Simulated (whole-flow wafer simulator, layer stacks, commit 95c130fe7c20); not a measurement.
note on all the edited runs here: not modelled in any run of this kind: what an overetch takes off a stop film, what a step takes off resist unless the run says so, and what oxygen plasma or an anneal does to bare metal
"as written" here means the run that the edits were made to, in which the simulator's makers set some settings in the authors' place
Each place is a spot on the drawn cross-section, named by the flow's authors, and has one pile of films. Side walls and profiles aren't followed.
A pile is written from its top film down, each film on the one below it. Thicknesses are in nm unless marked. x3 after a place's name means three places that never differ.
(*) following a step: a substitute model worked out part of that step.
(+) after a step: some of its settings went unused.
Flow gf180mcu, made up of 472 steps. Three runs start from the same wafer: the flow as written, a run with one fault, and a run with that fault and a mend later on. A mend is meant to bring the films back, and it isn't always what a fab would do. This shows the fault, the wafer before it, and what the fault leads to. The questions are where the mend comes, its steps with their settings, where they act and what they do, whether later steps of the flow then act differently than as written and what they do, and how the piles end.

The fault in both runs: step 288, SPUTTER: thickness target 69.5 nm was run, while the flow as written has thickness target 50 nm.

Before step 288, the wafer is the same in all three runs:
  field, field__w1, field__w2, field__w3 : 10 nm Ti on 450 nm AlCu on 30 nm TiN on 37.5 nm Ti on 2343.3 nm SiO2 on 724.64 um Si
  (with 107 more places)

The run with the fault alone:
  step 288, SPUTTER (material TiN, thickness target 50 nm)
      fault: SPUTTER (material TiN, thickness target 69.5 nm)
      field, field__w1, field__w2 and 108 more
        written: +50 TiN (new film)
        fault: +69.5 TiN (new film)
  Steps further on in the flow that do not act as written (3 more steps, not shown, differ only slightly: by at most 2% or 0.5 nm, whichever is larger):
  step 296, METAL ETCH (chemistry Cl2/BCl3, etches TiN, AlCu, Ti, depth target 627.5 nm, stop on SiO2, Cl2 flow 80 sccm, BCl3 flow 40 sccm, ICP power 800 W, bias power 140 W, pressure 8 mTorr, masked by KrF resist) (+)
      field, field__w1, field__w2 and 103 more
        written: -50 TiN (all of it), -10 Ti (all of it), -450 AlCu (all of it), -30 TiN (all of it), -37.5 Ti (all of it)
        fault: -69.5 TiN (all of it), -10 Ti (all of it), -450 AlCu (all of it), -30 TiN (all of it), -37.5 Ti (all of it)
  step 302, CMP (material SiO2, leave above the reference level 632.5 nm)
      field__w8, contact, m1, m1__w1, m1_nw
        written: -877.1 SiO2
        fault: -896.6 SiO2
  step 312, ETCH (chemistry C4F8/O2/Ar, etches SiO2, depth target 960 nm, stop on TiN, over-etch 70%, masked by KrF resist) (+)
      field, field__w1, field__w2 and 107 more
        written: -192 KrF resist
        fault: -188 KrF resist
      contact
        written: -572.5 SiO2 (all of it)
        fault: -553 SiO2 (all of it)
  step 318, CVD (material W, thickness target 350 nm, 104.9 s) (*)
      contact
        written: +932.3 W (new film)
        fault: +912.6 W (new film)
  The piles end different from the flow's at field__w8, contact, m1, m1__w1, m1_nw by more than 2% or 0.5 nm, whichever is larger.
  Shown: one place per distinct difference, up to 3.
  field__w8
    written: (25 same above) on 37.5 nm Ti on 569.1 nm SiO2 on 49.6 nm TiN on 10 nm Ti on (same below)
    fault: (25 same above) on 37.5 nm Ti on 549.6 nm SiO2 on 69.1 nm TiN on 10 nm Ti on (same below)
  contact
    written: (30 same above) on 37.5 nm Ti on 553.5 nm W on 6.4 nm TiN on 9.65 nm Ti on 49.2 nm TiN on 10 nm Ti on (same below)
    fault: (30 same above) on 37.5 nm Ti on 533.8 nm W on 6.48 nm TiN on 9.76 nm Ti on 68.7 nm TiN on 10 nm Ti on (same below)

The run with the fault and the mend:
  The mend follows step 288.
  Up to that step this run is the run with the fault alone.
  step 288a, METAL ETCH (chemistry Cl2/BCl3, etches TiN, AlCu, Ti, depth target 19.5 nm, Cl2 flow 80 sccm, BCl3 flow 40 sccm, ICP power 800 W, bias power 140 W, pressure 8 mTorr) (a further turn of the flow's step 260, with different settings)
      field, field__w1, field__w2 and 108 more
        -19.5 TiN
  Later steps of the flow that are run all act as written at every place that is followed.
  The piles end the same as the flow's at every place that both follow.
